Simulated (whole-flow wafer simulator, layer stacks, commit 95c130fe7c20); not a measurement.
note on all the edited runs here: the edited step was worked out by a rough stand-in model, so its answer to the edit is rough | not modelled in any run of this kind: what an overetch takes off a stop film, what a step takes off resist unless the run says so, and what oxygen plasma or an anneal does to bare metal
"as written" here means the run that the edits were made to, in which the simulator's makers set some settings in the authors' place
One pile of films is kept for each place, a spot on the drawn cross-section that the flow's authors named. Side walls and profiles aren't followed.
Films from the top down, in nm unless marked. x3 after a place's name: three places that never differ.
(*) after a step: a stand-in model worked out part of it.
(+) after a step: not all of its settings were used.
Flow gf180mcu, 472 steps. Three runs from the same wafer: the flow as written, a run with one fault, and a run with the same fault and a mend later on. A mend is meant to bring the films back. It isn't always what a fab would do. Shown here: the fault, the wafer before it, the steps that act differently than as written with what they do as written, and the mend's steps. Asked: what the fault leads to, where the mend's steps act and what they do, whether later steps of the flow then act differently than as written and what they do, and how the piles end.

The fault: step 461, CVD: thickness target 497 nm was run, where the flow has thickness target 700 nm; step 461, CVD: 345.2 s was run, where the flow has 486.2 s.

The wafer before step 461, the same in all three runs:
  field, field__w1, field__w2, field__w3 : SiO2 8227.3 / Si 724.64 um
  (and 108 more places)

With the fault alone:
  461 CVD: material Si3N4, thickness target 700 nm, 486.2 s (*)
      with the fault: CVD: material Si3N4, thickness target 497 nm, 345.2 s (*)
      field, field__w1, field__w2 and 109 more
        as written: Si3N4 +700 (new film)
        with the fault: Si3N4 +497 (new film)
  Later steps of the flow that act differently than as written (4 more steps differ only slightly, by at most 2% or 0.5 nm, whichever is larger, and aren't shown):
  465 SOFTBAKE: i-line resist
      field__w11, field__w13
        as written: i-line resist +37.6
        with the fault: i-line resist +36.6
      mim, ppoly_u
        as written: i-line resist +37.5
        with the fault: i-line resist +36.5
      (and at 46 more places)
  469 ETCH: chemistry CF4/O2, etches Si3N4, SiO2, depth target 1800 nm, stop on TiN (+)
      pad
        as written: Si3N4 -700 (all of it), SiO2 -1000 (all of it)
        with the fault: Si3N4 -497 (all of it), SiO2 -1000 (all of it)
  At the end the piles differ from the flow's by more than 2% or 0.5 nm, whichever is larger, at field, field__w1, field__w2 and 108 more.
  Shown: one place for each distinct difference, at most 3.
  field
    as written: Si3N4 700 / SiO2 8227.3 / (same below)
    with the fault: Si3N4 497 / SiO2 8227.3 / (same below)
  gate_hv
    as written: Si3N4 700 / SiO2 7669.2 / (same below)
    with the fault: Si3N4 497 / SiO2 7669.2 / (same below)
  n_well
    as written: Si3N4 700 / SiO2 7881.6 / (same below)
    with the fault: Si3N4 497 / SiO2 7881.6 / (same below)

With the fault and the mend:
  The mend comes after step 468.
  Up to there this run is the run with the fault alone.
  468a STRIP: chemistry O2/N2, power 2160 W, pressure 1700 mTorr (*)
      iso_ptap_pw, iso_ntap_nw, iso_nw_fld and 33 more
        i-line resist -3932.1 (all of it)
      p_well, sti, spacer, sd_n, mim_1p0, dice_street
        i-line resist -3938.1 (all of it)
      field__w2, field__w3, field__w12
        i-line resist -3985.1 (all of it)
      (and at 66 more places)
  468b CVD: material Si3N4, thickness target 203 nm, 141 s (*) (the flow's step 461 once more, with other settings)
      field, field__w1, field__w2 and 109 more
        Si3N4 +203.1
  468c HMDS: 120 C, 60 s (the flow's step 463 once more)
      changes no film at any place that is followed
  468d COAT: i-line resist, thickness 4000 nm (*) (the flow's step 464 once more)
      iso_ptap_pw, iso_ntap_nw, iso_nw_fld and 33 more
        i-line resist +4000 (new film)
      field__w5, field__w9, field__w11, field__w13, gate_p_hv, nplus_u
        i-line resist +4017 (new film)
      p_well, sti, spacer, sd_n, mim_1p0, dice_street
        i-line resist +4006.3 (new film)
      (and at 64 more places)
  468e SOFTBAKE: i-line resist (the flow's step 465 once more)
      field__w11, field__w13, mim, ppoly_u
        i-line resist +37.5
      ld_fp_p, ld_drift_p, ld_drn_p
        i-line resist +33.8
      field__w2, field_sub__w3
        i-line resist +33.3
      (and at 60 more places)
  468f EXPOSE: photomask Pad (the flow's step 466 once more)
      changes no film at any place that is followed
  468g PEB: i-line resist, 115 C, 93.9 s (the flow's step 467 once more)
      iso_ptap_pw, iso_ntap_nw, iso_nw_fld and 33 more
        i-line resist -67.9
      field, field__w2, field__w3 and 25 more
        i-line resist -68.8
      field_sub, field_sub__w1, field_sub__w2 and 23 more
        i-line resist -68.7
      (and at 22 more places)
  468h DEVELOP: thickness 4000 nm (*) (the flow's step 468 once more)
      field__w7, field__w9, field_sub__w1 and 13 more
        i-line resist -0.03
      pad
        i-line resist -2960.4 (all of it)
  No later step of the flow acts differently than as written, at any place that is followed, by more than 2% or 0.5 nm, whichever is larger.
  At the end the piles differ from the flow's only slightly at the places that both follow, by at most 2% or 0.5 nm, whichever is larger.
